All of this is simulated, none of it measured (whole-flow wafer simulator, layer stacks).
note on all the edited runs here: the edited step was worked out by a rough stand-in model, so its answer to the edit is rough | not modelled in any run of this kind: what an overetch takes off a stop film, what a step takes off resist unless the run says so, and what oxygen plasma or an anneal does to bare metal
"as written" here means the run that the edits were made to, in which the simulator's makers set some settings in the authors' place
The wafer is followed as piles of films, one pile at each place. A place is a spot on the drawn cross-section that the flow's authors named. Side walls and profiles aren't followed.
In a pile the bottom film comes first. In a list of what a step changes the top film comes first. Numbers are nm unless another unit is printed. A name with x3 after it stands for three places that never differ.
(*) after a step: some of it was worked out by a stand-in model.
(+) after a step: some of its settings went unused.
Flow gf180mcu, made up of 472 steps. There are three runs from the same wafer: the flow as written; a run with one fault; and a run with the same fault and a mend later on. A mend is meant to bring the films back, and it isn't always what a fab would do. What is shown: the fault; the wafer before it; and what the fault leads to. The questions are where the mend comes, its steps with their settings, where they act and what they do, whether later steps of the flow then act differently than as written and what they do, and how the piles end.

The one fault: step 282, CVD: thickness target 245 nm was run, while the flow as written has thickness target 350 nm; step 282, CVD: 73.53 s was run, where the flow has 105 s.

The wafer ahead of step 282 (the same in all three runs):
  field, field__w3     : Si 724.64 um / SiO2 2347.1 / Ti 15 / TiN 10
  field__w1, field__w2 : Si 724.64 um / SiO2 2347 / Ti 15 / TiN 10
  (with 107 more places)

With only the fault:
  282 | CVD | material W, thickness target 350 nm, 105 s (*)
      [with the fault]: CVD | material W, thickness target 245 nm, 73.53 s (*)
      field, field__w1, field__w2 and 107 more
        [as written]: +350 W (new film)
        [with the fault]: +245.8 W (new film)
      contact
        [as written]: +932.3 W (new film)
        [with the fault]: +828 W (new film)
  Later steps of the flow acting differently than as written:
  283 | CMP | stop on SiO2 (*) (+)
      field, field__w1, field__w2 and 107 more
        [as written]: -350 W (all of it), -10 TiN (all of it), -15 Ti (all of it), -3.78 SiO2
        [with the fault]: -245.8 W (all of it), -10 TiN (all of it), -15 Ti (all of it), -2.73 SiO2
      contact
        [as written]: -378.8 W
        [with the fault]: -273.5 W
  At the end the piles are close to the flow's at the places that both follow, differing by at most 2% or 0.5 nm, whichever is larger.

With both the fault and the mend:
  The mend stands after step 282.
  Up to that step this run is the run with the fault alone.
  282a | CVD | material W, thickness target 105 nm, 31.51 s (the flow's step 282, run once more with other settings)
      field, field__w1, field__w2 and 108 more
        +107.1 W
  None of the later steps of the flow differs from how it acts as written, at any place that is followed, by more than 2% or 0.5 nm, whichever is larger.
  At the end the piles are close to the flow's at the places that both follow, differing by at most 2% or 0.5 nm, whichever is larger.
